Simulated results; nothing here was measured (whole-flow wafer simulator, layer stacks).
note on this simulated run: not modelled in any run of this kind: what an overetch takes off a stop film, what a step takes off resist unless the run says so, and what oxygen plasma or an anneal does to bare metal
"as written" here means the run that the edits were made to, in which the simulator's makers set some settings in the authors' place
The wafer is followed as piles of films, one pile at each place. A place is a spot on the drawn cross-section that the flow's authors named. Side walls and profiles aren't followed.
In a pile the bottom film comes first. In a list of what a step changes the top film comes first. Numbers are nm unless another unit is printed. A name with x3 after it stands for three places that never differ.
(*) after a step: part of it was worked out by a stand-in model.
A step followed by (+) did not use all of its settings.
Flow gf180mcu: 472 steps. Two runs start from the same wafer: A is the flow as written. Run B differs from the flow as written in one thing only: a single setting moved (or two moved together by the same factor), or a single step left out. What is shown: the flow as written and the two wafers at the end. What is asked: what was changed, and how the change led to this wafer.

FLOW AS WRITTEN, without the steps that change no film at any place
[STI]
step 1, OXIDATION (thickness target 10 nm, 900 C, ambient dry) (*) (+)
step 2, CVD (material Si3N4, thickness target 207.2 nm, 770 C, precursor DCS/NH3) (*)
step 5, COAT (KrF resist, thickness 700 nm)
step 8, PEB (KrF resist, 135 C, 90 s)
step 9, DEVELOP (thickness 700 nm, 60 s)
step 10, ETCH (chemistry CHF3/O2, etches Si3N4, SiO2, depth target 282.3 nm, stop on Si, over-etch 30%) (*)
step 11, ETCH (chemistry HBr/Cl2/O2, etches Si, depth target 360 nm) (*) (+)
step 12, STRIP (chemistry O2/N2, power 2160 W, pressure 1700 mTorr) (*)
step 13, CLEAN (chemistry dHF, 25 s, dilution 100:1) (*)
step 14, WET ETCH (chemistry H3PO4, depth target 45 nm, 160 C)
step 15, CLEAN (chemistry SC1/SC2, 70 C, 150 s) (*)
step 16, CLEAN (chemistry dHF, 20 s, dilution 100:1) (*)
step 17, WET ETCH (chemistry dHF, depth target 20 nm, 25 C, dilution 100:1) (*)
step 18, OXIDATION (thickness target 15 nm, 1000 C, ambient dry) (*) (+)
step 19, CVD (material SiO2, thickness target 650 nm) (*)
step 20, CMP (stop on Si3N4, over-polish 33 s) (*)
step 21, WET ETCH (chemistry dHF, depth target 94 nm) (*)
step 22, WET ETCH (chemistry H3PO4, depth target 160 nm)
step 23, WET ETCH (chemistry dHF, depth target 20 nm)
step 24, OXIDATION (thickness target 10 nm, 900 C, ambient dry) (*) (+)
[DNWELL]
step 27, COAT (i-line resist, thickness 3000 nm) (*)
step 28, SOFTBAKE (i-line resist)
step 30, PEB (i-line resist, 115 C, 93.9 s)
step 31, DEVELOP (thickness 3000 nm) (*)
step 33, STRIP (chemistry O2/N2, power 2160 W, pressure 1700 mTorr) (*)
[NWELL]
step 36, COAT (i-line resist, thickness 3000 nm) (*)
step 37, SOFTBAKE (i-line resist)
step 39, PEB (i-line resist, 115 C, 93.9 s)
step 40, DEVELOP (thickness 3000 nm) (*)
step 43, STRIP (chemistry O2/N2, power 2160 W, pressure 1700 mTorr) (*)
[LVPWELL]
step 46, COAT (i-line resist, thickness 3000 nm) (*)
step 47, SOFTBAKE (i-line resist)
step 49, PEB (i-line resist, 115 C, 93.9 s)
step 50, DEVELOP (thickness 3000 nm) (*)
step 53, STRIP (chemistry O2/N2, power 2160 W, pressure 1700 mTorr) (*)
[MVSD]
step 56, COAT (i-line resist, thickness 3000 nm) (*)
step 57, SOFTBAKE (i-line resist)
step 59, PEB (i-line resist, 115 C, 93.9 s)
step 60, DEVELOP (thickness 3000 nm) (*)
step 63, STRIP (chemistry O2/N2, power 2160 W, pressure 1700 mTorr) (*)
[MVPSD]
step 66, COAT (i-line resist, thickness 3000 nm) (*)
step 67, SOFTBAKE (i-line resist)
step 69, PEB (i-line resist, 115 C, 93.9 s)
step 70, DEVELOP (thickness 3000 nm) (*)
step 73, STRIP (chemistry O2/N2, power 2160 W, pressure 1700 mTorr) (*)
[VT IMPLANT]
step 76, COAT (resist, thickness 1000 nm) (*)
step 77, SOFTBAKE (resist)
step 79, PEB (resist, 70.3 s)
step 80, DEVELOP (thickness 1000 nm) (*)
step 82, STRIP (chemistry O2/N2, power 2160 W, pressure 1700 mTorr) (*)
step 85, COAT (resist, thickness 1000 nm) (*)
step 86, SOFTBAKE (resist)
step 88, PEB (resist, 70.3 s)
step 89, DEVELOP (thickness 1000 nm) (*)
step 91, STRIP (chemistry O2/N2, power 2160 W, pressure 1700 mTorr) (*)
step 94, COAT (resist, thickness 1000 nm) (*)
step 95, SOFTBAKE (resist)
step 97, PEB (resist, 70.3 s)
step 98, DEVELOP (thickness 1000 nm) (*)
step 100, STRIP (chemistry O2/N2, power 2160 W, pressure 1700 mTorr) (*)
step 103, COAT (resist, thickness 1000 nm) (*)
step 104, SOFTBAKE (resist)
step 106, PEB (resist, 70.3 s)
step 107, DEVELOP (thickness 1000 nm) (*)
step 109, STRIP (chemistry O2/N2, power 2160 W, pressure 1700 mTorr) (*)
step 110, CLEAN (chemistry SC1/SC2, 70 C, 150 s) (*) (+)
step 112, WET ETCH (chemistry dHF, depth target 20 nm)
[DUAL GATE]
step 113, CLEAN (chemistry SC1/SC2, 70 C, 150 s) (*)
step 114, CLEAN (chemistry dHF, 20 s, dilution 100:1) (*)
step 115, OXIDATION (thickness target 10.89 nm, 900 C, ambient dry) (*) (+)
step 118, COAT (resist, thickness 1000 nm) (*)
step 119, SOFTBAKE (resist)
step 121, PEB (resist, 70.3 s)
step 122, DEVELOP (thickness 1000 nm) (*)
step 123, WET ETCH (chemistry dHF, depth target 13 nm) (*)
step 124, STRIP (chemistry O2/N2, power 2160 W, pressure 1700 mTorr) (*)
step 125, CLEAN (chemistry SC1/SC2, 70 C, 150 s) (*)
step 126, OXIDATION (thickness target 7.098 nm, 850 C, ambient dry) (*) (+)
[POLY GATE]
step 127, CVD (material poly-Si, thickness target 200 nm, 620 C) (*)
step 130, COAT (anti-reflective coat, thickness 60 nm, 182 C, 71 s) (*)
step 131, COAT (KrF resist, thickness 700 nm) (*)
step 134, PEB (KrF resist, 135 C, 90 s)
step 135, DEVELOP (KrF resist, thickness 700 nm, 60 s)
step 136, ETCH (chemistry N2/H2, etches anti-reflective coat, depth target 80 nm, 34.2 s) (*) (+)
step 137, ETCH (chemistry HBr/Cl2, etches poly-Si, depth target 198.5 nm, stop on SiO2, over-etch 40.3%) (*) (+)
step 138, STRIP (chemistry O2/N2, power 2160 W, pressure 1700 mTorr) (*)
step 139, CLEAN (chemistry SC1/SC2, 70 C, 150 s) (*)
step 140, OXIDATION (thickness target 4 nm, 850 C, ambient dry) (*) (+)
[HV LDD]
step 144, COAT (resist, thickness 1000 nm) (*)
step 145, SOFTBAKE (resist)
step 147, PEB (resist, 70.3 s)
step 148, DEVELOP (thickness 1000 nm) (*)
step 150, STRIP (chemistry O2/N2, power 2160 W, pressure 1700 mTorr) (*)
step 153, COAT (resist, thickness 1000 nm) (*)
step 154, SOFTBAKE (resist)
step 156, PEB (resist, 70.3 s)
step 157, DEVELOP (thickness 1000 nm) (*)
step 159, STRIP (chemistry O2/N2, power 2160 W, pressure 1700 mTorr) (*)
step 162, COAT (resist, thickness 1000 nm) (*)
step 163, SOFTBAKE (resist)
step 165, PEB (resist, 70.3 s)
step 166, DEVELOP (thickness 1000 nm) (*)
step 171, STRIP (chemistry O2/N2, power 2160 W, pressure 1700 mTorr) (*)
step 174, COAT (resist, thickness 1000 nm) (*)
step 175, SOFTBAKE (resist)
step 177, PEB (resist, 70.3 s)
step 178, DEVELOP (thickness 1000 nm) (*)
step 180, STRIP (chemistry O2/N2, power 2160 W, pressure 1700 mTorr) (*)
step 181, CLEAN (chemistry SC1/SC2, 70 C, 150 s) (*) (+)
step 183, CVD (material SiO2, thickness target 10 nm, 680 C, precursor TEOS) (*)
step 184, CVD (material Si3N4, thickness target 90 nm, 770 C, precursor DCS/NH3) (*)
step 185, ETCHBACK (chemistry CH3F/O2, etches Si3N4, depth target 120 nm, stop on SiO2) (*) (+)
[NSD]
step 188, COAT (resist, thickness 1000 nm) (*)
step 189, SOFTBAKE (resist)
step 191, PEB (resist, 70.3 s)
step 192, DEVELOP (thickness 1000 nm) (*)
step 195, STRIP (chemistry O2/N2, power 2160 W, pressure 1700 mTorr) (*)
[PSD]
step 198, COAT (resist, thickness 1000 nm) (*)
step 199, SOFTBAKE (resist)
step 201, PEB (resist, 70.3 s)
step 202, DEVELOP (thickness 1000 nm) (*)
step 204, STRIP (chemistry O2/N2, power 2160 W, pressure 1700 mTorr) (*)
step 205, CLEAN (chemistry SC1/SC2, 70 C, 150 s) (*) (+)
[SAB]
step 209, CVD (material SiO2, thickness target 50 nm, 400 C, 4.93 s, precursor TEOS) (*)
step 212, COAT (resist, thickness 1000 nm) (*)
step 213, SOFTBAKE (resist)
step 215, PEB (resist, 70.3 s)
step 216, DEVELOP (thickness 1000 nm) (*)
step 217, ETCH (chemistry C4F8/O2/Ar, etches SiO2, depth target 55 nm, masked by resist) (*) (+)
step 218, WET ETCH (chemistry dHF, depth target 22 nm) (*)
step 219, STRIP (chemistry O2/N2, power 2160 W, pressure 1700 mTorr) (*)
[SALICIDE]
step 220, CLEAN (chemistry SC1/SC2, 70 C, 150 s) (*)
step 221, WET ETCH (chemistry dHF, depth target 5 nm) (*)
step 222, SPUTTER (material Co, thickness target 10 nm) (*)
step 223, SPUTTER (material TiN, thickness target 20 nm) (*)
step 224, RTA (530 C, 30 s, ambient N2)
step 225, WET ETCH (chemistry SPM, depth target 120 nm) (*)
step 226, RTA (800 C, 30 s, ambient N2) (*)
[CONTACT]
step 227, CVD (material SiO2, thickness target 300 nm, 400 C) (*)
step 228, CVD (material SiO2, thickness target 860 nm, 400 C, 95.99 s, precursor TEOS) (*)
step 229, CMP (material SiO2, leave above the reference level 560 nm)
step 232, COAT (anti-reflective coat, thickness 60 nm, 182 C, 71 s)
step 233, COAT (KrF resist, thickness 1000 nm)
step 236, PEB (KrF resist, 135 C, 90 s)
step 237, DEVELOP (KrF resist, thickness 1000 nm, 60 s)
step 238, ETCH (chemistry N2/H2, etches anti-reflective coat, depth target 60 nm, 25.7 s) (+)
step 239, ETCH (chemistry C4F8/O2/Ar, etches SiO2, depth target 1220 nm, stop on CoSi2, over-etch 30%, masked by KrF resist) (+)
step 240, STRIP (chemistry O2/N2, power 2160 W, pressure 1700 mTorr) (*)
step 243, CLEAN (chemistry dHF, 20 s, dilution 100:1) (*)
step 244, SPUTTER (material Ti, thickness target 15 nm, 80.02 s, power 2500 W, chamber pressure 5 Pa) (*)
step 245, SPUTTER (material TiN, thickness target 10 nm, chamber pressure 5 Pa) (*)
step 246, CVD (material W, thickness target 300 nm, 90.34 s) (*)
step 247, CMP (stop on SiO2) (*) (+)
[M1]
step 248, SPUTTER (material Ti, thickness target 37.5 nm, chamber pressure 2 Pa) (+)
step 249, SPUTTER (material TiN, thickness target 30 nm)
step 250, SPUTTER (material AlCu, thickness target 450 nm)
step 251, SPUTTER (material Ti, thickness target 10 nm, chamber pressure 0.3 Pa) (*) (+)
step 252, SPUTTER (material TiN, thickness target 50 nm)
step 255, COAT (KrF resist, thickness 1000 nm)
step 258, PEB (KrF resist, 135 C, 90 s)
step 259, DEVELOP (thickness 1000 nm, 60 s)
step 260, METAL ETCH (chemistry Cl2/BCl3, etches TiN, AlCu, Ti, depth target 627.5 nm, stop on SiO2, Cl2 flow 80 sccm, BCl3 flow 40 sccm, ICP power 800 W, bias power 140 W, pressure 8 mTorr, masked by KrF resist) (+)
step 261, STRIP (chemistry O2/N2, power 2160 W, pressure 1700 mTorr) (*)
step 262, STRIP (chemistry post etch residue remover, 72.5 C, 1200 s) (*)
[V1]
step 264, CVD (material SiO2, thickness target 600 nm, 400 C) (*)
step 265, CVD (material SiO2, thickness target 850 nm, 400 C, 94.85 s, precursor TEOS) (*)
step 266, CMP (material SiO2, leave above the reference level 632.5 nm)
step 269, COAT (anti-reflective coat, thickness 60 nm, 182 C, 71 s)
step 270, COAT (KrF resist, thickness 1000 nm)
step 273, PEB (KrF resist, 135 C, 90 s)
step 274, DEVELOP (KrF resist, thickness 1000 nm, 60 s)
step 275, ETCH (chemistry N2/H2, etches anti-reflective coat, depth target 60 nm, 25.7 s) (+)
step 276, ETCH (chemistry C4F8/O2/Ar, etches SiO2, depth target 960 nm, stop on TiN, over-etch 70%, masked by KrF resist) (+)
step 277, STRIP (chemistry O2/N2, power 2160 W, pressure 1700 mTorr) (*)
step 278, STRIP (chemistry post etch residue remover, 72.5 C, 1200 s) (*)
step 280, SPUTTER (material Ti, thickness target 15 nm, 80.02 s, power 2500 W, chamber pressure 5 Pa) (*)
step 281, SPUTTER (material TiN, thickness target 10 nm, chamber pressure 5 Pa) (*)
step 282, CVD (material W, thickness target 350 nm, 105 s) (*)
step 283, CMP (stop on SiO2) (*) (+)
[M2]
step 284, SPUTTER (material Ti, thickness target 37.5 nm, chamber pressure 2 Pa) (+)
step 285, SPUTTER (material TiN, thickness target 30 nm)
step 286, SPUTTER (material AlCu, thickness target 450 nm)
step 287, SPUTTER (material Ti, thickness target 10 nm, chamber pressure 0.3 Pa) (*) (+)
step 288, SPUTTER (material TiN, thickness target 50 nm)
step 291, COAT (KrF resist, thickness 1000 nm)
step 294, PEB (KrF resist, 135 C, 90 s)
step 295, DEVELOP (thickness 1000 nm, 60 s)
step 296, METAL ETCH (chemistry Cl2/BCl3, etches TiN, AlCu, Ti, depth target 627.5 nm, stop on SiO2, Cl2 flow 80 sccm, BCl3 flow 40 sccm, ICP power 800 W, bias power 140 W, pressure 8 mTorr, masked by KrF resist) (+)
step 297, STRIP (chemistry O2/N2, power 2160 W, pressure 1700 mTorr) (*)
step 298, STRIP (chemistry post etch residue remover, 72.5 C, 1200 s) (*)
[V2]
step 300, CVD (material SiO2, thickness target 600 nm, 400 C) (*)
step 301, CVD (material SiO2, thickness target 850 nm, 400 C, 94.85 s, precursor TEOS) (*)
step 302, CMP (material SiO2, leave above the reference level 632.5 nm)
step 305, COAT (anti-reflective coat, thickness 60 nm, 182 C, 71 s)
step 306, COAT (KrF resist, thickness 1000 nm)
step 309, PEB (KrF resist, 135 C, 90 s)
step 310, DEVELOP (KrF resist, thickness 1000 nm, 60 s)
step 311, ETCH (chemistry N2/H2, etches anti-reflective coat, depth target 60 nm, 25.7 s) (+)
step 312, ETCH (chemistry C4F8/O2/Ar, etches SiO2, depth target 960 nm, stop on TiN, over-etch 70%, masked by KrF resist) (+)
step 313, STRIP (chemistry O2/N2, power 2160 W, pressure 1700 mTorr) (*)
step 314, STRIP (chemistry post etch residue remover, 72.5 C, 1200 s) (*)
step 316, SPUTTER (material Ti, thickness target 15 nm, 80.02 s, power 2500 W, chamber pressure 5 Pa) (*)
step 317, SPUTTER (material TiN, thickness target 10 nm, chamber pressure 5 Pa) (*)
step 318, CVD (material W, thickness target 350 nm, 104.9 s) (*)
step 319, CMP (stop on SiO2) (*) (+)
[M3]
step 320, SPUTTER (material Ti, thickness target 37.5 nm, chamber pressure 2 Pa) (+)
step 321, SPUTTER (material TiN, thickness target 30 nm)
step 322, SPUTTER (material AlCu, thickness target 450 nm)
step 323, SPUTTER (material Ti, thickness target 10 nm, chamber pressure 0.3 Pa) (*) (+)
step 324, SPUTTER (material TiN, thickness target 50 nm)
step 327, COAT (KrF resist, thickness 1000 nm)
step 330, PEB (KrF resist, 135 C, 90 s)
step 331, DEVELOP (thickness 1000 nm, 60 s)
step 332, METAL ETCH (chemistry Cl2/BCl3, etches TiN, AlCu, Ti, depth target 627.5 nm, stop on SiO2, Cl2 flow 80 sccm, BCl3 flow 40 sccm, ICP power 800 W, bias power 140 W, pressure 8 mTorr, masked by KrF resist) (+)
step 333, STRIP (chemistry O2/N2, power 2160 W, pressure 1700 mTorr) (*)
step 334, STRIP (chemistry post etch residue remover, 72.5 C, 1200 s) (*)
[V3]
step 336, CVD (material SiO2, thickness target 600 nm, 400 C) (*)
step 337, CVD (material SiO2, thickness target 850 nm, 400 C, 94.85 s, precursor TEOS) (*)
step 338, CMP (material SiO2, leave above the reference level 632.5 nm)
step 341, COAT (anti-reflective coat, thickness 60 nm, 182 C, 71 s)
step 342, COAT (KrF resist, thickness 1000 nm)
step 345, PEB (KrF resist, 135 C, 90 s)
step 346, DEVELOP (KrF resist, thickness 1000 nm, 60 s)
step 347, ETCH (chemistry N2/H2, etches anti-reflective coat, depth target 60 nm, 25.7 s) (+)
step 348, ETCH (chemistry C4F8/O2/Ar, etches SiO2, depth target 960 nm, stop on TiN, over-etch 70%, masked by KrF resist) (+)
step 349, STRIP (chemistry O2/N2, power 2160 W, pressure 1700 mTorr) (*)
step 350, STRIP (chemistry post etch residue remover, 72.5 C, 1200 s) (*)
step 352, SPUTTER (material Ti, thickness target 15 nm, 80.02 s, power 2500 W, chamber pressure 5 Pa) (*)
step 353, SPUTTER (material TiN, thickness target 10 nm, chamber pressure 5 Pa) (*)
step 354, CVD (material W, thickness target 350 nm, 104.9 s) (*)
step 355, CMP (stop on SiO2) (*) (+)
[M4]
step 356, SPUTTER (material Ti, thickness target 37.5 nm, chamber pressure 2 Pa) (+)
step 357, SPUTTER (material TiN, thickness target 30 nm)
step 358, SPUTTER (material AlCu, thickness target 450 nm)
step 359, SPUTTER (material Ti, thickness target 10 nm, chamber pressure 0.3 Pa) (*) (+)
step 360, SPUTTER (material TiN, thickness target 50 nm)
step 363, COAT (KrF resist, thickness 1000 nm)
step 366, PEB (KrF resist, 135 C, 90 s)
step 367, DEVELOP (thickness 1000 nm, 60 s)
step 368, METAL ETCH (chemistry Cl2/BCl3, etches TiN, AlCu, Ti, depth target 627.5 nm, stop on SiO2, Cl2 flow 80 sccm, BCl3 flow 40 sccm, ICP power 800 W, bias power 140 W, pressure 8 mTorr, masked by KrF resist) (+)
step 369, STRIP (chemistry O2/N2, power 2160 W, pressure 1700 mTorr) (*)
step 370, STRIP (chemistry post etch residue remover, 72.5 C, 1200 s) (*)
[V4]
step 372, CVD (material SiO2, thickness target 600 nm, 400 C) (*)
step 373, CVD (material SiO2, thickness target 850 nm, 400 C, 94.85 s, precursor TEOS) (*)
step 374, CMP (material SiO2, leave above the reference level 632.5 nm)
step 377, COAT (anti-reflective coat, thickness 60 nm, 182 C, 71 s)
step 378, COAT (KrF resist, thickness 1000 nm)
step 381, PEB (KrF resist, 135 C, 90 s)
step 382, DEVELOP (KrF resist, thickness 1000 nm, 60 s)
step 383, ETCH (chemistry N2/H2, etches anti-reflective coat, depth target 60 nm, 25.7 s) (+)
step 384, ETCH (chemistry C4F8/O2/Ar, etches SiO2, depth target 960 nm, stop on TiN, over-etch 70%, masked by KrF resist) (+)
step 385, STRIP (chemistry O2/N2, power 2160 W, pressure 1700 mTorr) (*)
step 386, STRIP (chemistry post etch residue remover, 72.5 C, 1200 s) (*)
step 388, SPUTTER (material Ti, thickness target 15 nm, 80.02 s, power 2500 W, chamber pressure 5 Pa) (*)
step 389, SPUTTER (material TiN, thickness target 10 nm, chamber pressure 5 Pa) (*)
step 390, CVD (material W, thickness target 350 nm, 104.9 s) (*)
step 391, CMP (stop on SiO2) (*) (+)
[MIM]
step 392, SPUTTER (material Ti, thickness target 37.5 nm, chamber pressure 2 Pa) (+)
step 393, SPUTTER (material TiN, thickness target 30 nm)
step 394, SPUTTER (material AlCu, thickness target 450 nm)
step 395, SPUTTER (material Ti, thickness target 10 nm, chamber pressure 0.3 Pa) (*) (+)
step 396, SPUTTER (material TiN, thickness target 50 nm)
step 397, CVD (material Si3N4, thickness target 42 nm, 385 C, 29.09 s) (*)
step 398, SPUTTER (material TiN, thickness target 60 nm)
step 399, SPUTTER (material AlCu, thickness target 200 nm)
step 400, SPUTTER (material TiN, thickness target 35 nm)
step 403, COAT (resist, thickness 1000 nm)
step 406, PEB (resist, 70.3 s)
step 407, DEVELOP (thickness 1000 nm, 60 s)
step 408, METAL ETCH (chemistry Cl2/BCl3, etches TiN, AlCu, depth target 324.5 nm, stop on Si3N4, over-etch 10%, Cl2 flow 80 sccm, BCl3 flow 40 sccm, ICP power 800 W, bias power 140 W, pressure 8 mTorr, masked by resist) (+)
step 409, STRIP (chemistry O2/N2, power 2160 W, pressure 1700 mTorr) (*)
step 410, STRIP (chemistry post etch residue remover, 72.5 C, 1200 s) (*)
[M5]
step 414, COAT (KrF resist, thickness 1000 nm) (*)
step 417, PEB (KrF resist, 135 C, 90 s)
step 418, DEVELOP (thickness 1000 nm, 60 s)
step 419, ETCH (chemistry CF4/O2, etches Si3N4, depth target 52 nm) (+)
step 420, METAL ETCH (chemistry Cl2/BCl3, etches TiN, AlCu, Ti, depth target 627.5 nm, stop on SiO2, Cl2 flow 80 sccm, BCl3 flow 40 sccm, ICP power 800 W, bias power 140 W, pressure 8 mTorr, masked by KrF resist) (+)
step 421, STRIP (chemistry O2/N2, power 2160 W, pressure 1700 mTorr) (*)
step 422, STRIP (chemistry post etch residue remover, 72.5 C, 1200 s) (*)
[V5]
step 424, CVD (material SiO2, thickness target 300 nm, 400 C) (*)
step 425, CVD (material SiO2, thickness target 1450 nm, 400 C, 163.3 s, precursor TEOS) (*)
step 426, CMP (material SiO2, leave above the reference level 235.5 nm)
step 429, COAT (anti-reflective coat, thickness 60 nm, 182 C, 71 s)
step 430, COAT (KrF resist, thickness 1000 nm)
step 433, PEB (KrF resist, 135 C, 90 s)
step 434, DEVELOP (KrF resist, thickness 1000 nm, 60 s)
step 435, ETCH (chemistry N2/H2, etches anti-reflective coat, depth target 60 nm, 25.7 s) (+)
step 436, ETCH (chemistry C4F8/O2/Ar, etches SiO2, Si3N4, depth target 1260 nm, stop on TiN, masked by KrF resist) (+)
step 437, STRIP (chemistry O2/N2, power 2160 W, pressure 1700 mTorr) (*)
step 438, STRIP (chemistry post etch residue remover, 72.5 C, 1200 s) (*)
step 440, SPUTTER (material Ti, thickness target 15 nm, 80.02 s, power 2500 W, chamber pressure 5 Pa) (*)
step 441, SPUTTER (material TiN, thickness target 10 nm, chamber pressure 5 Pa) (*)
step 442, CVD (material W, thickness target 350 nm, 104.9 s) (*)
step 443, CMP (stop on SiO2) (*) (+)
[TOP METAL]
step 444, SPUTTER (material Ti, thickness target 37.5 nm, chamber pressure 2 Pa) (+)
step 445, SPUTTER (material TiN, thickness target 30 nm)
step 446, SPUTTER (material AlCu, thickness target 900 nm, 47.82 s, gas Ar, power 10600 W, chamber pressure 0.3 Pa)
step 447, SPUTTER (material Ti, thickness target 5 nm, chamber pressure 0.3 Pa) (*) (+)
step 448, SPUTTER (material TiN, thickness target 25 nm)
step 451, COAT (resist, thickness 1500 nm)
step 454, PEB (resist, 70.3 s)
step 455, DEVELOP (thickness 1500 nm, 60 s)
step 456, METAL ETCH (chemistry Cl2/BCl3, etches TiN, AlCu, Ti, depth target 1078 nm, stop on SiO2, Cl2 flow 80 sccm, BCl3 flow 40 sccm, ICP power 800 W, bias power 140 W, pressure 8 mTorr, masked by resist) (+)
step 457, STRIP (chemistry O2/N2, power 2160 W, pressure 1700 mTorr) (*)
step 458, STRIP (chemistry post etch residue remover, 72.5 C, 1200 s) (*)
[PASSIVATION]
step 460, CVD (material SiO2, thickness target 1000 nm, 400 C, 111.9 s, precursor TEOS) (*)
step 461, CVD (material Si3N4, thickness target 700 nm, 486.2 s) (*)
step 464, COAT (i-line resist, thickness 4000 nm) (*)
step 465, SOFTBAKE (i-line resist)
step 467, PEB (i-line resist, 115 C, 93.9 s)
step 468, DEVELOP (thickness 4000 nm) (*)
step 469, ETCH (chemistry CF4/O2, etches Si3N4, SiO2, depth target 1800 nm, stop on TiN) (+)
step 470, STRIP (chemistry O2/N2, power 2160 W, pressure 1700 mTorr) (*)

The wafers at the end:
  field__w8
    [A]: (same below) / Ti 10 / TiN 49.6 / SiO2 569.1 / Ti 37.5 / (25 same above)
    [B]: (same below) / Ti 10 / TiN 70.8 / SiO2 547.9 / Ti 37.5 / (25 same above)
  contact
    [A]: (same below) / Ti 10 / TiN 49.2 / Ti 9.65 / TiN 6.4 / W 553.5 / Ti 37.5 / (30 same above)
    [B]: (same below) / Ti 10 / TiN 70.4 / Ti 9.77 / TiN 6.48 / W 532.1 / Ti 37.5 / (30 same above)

What caused this: step 288, SPUTTER: thickness target 71.2 nm was run, whereas the flow has thickness target 50 nm.

How this came from the change, step by step:
  step 288, SPUTTER (material TiN, thickness target 50 nm)
      field, field__w1, field__w2 and 108 more: A TiN gains 50 (new film) | B TiN gains 71.2 (new film)
  step 296, METAL ETCH (chemistry Cl2/BCl3, etches TiN, AlCu, Ti, depth target 627.5 nm, stop on SiO2, Cl2 flow 80 sccm, BCl3 flow 40 sccm, ICP power 800 W, bias power 140 W, pressure 8 mTorr, masked by KrF resist) (+)
      field, field__w1, field__w2 and 103 more: A TiN loses 50 (all of it), Ti loses 10 (all of it), AlCu loses 450 (all of it), TiN loses 30 (all of it), Ti loses 37.5 (all of it) | B TiN loses 71.2 (all of it), Ti loses 10 (all of it), AlCu loses 450 (all of it), TiN loses 30 (all of it), Ti loses 37.5 (all of it)
  step 302, CMP (material SiO2, leave above the reference level 632.5 nm)
      field__w8, contact, m1, m1__w1, m1_nw: A SiO2 loses 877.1 | B SiO2 loses 898.3
  step 312, ETCH (chemistry C4F8/O2/Ar, etches SiO2, depth target 960 nm, stop on TiN, over-etch 70%, masked by KrF resist) (+)
      field, field__w1, field__w2 and 107 more: A KrF resist loses 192 | B KrF resist loses 187.4
      contact: A SiO2 loses 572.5 (all of it) | B SiO2 loses 551.3 (all of it)
  step 318, CVD (material W, thickness target 350 nm, 104.9 s) (*)
      contact: A W gains 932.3 (new film) | B W gains 910.9 (new film)
